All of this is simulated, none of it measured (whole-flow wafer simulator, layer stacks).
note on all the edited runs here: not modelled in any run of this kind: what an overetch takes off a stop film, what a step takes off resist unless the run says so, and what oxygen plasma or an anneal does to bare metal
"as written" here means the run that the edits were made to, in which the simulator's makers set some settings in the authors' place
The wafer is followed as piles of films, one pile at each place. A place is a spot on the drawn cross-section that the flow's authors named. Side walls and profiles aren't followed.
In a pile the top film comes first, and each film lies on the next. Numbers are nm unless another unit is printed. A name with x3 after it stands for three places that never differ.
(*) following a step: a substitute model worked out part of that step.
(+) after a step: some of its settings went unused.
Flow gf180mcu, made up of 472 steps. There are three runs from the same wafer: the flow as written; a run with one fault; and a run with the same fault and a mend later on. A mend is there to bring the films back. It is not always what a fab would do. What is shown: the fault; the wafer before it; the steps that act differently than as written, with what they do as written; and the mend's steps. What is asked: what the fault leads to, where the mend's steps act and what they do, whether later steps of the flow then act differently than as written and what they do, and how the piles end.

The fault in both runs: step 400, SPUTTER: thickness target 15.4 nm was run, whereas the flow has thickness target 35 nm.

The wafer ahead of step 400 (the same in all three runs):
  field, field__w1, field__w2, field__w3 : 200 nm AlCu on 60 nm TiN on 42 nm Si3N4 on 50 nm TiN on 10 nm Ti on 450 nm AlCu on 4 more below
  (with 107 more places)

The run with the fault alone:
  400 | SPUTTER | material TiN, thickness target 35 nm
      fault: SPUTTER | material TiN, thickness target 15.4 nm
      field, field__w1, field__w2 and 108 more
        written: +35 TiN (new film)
        fault: +15.4 TiN (new film)
  Steps further on in the flow that do not act as written (not shown: 7 more steps that differ only slightly, by at most 2% or 0.5 nm, whichever is larger):
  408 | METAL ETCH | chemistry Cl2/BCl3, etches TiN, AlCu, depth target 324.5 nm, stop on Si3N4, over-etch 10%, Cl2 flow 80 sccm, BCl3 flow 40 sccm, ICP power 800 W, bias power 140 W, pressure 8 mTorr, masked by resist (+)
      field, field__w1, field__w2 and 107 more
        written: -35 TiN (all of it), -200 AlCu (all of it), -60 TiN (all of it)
        fault: -15.4 TiN (all of it), -200 AlCu (all of it), -60 TiN (all of it)
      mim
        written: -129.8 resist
        fault: -121.2 resist
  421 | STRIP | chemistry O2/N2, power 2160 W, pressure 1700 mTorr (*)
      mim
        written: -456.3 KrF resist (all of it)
        fault: -471 KrF resist (all of it)
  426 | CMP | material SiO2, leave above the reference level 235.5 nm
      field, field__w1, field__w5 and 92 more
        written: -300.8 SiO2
        fault: -320.4 SiO2
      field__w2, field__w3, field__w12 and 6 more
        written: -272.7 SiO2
        fault: -292.3 SiO2
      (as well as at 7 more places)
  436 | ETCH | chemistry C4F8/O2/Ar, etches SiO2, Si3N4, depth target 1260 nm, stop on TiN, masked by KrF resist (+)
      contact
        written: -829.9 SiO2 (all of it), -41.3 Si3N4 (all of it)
        fault: -810.3 SiO2 (all of it), -41.3 Si3N4 (all of it)
  The piles end different from the flow's at field__w8, contact, m1, m1__w1, mim, m1_nw by more than 2% or 0.5 nm, whichever is larger.
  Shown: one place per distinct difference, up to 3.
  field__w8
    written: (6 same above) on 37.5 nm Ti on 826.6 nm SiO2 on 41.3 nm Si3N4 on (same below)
    fault: (6 same above) on 37.5 nm Ti on 807 nm SiO2 on 41.3 nm Si3N4 on (same below)
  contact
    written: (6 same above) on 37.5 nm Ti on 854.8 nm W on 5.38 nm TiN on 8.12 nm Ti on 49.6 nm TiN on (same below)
    fault: (6 same above) on 37.5 nm Ti on 835 nm W on 5.44 nm TiN on 8.21 nm Ti on 49.6 nm TiN on (same below)
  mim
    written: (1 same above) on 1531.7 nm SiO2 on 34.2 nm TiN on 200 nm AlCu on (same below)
    fault: (1 same above) on 1531.7 nm SiO2 on 14.6 nm TiN on 200 nm AlCu on (same below)

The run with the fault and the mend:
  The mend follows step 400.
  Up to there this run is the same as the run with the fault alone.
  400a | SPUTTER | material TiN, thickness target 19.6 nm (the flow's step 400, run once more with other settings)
      field, field__w1, field__w2 and 108 more
        +19.6 TiN
  None of the later steps of the flow acts differently than as written at any place that is followed.
  The piles end the same as the flow's at every place that both follow.
